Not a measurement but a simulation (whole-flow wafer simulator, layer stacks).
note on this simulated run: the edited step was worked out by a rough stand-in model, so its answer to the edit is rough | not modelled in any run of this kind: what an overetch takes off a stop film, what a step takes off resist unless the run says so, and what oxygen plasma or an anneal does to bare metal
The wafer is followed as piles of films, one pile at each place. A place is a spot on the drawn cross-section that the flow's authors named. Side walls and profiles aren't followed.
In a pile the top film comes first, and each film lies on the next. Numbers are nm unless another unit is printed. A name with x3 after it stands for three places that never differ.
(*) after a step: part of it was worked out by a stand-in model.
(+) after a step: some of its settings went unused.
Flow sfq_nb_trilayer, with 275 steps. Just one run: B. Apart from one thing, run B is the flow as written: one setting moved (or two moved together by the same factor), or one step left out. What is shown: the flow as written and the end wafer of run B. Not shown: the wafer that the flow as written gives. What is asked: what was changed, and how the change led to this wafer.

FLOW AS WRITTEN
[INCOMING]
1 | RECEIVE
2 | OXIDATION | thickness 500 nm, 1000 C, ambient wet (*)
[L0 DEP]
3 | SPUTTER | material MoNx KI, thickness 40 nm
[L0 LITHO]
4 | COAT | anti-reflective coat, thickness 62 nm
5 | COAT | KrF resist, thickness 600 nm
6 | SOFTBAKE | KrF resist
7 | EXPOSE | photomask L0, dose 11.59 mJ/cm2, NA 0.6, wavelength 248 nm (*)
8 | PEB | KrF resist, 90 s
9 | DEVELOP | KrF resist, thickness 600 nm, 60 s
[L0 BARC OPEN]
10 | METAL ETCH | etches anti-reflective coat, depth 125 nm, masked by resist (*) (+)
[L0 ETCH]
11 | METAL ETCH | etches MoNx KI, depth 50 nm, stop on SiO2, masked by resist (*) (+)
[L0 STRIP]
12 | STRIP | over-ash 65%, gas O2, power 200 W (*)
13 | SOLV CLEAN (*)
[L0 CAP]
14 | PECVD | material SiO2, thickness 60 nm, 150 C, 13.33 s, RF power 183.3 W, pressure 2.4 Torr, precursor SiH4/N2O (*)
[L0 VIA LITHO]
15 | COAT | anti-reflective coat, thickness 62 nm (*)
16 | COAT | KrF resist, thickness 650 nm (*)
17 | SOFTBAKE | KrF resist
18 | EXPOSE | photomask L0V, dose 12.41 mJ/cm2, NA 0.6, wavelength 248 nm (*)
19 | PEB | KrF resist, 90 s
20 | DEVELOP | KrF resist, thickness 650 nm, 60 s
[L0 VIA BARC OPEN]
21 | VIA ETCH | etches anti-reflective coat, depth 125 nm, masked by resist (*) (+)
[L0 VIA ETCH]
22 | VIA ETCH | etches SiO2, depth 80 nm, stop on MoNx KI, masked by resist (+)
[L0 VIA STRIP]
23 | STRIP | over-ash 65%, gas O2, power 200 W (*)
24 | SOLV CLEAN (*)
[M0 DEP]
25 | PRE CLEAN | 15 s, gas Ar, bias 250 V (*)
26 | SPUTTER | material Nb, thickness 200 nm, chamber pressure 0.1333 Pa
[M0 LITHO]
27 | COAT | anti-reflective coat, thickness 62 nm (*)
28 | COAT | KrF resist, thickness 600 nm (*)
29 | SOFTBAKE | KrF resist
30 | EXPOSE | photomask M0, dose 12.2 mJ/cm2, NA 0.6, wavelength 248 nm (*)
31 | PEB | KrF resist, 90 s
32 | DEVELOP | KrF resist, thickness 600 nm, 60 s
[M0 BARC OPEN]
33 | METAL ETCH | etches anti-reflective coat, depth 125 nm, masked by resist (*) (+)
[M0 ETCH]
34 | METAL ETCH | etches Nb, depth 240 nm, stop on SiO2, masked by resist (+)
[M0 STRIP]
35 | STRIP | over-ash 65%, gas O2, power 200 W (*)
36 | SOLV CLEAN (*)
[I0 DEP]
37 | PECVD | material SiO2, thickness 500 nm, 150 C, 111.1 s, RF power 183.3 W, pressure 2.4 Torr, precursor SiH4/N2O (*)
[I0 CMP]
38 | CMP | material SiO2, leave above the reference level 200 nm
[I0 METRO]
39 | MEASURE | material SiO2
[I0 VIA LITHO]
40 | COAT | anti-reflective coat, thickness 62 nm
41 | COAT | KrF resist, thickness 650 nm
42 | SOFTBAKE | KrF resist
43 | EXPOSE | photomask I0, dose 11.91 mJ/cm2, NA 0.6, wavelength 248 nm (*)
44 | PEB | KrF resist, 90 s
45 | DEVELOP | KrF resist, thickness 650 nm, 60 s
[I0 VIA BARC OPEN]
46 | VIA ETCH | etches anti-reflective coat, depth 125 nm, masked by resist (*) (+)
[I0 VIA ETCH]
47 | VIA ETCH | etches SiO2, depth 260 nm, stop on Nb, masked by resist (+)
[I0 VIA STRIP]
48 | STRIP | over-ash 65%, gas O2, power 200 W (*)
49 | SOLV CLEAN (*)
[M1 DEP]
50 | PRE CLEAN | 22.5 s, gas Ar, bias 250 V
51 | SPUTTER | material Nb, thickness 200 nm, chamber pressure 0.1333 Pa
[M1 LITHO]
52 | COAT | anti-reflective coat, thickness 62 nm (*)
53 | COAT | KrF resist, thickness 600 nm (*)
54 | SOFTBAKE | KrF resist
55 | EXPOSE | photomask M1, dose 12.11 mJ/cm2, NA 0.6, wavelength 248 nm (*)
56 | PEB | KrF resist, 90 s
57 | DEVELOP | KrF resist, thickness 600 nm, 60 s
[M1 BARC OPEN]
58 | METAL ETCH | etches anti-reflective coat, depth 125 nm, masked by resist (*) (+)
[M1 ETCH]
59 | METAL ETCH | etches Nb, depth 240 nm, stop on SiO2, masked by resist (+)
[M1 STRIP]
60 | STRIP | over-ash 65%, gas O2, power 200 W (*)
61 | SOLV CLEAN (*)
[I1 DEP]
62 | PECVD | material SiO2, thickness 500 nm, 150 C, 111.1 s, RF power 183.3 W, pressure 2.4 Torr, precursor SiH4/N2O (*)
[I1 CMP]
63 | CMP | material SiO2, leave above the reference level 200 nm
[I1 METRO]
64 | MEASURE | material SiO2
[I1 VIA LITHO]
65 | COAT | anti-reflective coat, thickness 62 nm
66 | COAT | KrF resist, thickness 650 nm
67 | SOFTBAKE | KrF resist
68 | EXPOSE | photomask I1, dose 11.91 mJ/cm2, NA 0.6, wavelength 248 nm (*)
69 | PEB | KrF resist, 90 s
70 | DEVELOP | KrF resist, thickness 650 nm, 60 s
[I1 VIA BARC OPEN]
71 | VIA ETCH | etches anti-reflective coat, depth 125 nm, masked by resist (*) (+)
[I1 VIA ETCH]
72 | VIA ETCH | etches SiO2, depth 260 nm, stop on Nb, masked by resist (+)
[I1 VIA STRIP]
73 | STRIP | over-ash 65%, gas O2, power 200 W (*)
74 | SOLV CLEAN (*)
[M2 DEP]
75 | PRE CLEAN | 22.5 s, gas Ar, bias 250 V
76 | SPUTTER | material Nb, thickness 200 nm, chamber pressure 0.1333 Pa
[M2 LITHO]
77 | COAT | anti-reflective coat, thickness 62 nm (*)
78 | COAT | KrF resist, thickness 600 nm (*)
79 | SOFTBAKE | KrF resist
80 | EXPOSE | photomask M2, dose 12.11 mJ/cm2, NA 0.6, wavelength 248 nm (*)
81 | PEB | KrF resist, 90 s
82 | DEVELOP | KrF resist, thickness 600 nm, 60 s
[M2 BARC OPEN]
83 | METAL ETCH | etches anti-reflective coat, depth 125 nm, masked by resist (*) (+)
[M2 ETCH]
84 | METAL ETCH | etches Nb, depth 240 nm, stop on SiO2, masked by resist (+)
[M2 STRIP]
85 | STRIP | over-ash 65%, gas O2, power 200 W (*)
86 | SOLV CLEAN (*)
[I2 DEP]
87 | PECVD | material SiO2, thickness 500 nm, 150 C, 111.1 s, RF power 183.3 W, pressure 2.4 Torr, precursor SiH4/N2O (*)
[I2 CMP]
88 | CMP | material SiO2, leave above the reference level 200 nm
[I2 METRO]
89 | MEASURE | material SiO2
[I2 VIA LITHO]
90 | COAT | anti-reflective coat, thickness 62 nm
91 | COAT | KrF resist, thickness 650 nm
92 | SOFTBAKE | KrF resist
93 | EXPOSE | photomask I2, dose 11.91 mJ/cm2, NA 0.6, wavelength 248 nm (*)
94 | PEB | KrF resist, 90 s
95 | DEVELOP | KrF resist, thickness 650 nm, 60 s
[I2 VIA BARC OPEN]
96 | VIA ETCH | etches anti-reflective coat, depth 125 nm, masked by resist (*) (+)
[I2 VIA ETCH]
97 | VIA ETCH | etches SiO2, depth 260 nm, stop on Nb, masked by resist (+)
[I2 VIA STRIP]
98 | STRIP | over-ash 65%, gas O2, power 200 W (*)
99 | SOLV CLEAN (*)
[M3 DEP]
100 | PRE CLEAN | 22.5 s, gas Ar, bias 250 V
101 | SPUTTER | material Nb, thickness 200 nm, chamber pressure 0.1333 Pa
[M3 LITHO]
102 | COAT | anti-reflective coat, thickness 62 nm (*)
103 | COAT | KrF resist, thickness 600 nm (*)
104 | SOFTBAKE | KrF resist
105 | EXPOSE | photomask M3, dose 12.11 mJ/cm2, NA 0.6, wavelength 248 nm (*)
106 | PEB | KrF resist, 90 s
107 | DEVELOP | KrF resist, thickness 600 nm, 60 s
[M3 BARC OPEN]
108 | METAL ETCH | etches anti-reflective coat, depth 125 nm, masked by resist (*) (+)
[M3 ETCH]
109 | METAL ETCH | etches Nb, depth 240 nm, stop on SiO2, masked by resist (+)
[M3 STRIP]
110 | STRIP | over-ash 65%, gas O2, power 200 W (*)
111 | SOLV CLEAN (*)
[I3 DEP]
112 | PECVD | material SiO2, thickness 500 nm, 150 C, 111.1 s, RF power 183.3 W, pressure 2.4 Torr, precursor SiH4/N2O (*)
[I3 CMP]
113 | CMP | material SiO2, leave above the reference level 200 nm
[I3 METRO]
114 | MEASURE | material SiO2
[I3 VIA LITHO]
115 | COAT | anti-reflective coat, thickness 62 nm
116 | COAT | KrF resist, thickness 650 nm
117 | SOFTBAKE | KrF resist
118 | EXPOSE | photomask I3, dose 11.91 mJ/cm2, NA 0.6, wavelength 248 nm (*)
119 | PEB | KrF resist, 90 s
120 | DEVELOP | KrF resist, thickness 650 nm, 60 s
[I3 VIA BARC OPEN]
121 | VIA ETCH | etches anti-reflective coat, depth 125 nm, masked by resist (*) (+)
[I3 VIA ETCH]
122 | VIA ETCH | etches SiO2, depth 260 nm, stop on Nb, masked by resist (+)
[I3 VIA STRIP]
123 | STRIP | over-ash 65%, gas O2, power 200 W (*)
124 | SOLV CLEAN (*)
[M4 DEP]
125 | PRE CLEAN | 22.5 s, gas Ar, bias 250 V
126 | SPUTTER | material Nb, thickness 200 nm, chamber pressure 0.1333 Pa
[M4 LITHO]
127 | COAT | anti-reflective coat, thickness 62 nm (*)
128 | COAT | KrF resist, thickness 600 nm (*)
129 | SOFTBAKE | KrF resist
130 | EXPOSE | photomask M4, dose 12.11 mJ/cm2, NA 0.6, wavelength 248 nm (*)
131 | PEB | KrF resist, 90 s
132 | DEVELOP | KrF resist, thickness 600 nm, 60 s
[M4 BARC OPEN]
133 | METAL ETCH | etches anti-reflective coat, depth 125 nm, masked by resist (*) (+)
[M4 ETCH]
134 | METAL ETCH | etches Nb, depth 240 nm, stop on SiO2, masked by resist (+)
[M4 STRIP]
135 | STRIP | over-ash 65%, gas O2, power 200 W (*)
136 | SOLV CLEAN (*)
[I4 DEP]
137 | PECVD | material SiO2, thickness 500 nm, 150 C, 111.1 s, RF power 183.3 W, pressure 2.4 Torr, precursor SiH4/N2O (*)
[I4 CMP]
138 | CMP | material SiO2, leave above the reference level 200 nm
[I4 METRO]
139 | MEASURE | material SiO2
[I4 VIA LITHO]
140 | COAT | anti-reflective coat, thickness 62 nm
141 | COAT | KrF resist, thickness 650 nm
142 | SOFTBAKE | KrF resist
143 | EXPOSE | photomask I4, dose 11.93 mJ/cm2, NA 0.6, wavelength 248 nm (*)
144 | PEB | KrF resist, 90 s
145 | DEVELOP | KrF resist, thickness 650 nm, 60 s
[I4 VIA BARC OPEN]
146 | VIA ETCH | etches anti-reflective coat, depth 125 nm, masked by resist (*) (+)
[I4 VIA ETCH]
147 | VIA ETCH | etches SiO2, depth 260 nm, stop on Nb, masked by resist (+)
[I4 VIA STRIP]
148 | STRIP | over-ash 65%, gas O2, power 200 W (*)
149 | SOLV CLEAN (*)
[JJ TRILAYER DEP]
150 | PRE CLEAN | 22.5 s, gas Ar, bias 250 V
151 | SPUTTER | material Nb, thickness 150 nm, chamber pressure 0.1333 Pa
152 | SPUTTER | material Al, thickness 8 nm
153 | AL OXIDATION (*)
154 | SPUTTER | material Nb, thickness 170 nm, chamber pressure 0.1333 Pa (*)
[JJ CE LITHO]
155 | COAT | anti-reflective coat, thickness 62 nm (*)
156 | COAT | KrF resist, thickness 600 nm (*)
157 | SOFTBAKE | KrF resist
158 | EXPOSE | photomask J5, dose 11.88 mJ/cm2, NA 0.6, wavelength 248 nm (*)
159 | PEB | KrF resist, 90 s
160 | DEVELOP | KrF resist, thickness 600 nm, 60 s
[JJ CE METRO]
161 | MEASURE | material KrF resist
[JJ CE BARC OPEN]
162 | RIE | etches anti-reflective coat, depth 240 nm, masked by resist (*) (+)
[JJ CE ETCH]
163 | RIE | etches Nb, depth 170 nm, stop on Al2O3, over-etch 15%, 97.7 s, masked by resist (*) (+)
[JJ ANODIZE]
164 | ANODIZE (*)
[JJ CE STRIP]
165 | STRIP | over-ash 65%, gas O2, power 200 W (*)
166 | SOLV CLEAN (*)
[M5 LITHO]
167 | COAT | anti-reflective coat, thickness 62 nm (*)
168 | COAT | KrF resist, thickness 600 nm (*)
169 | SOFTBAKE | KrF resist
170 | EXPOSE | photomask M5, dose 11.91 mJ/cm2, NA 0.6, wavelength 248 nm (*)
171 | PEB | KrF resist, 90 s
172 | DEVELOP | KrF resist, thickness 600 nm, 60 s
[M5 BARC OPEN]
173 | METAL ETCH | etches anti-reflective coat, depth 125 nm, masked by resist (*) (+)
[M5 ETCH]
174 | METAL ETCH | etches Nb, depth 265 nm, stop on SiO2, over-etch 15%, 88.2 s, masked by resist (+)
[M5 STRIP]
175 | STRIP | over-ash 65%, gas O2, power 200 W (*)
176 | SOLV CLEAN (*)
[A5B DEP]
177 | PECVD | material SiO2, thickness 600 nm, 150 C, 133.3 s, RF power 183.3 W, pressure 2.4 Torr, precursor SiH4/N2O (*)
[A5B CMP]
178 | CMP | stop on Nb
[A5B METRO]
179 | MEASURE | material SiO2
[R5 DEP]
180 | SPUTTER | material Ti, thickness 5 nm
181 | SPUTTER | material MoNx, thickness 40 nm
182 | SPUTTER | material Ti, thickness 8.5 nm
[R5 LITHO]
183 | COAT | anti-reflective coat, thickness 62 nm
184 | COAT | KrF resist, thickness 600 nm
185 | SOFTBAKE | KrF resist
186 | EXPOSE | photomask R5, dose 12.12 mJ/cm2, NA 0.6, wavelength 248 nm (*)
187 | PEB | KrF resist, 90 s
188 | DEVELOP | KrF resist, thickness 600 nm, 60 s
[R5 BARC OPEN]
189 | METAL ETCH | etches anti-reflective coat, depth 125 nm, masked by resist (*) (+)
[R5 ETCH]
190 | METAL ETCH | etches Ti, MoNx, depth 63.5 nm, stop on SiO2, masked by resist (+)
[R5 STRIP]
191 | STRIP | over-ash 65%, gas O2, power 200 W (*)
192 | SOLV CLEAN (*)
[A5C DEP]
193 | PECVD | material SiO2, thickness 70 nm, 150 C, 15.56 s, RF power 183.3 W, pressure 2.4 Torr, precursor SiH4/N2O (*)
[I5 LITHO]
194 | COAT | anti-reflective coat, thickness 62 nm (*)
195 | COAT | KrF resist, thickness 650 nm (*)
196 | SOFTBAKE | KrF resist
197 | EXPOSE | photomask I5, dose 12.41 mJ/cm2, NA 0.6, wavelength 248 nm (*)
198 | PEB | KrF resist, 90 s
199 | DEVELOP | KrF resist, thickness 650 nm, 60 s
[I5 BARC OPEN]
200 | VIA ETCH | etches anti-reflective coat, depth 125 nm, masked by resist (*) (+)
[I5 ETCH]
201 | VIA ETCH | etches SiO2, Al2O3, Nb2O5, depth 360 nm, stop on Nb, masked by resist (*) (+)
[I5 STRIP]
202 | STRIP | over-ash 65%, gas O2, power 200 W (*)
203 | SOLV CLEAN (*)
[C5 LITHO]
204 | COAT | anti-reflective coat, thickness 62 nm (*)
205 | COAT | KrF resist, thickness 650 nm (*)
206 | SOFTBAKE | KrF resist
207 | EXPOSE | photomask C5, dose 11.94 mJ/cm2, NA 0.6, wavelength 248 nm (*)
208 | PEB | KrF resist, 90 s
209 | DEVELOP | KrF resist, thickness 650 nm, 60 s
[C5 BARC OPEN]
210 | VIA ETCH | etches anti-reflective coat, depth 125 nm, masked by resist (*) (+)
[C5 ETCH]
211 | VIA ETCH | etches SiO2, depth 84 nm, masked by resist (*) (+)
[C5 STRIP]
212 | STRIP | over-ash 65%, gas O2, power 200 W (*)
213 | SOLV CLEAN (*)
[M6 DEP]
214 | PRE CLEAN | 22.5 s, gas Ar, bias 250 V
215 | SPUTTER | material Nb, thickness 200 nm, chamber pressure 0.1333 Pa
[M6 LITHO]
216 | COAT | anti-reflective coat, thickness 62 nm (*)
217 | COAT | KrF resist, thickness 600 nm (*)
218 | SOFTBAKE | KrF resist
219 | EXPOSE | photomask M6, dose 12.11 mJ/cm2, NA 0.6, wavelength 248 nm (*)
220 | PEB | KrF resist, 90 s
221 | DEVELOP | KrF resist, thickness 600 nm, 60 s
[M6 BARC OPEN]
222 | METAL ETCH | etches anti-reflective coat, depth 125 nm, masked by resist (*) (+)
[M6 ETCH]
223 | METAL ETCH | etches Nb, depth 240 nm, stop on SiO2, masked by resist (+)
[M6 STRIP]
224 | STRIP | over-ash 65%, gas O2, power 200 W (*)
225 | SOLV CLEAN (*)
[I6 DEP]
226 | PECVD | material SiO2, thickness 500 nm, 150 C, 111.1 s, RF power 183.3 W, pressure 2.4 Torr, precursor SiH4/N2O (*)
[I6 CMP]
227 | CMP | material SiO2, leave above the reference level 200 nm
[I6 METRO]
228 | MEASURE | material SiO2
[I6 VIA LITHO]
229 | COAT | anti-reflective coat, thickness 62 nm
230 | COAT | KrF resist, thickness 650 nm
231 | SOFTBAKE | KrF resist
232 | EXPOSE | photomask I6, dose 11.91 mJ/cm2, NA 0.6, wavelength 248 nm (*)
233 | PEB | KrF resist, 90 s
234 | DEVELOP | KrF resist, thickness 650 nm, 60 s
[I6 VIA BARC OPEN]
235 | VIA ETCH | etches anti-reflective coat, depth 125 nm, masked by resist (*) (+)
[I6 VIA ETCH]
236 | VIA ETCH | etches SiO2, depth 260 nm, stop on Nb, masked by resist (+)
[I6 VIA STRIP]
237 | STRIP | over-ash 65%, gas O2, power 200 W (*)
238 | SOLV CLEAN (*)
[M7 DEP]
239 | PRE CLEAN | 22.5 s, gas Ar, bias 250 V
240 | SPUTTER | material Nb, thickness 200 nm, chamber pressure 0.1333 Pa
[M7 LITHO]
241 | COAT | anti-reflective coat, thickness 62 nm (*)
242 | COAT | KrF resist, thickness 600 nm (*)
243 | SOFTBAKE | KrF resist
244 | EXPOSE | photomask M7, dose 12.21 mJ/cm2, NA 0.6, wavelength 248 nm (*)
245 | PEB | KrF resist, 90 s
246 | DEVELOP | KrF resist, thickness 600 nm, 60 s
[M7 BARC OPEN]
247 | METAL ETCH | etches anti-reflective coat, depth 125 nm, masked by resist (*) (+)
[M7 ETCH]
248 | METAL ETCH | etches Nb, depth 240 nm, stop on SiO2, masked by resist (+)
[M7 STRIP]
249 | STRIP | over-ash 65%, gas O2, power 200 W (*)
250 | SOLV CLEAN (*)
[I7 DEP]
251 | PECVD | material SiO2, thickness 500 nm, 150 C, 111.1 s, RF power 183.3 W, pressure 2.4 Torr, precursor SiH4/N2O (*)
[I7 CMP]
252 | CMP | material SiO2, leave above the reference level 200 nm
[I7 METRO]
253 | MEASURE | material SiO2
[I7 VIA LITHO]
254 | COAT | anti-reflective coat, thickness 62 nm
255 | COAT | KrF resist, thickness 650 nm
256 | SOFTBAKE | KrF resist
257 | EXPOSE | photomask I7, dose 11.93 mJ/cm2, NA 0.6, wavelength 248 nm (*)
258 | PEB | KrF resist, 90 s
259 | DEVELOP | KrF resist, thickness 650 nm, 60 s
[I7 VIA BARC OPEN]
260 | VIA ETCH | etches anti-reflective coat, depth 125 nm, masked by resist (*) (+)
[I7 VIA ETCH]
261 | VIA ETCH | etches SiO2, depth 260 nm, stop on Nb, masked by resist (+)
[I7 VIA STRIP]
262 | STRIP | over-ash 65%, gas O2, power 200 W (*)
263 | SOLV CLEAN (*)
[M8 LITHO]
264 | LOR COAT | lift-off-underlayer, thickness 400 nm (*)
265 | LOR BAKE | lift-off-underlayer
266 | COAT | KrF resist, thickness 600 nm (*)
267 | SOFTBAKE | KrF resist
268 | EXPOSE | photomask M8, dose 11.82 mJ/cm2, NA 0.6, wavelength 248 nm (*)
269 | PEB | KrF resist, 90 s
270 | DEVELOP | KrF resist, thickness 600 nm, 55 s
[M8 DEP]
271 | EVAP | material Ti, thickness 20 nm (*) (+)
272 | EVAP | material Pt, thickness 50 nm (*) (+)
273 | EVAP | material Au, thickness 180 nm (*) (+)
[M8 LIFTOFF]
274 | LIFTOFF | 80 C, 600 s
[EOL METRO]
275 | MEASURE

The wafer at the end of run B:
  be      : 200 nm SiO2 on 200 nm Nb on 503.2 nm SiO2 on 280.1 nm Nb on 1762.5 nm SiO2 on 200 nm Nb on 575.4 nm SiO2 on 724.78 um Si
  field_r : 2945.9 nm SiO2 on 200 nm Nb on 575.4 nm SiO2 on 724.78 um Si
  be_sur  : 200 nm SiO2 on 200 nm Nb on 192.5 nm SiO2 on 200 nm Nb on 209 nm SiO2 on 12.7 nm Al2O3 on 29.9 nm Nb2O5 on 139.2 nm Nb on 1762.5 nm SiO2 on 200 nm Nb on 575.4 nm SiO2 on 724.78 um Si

Cause: step 14, PECVD: thickness 80.4 nm was run, while the flow as written has thickness 60 nm; step 14, PECVD: 17.87 s was run, where the flow has 13.33 s.

How this came from the change, step by step:
  14 | PECVD | material SiO2, thickness 60 nm, 150 C, 13.33 s, RF power 183.3 W, pressure 2.4 Torr, precursor SiH4/N2O (*)
      v_sur, via_wl, via_w and 97 more: SiO2 gains 80.4 (it would be, as written: SiO2 gains 60)
      field_l, l0_sur, l0v, l0r_line_l, l0r_line_c, l0r_line_r: SiO2 gains 80.4 (new film) (it would be, as written: SiO2 gains 60 (new film))
  22 | VIA ETCH | etches SiO2, depth 80 nm, stop on MoNx KI, masked by resist (+)
      l0v: SiO2 loses 80.2 (all of it) (it would be, as written: SiO2 loses 59.8 (all of it))
  27 | COAT | anti-reflective coat, thickness 62 nm (*)
      l0_sur: anti-reflective coat gains 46 (new film) (it would be, as written: anti-reflective coat gains 47.5 (new film))
      l0v: anti-reflective coat gains 83.1 (new film) (it would be, as written: anti-reflective coat gains 78 (new film))
  28 | COAT | KrF resist, thickness 600 nm (*)
      l0v: KrF resist gains 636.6 (new film) (it would be, as written: KrF resist gains 622.9 (new film))
  35 | STRIP | over-ash 65%, gas O2, power 200 W (*)
      l0_sur: KrF resist loses 369.7 (all of it), anti-reflective coat loses 46 (all of it) (it would be, as written: KrF resist loses 372 (all of it), anti-reflective coat loses 47.5 (all of it))
      l0v: KrF resist loses 418.9 (all of it), anti-reflective coat loses 83.1 (all of it) (it would be, as written: KrF resist loses 405.3 (all of it), anti-reflective coat loses 78 (all of it))
  38 | CMP | material SiO2, leave above the reference level 200 nm
      l0v: SiO2 loses 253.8 (it would be, as written: SiO2 loses 277.8)
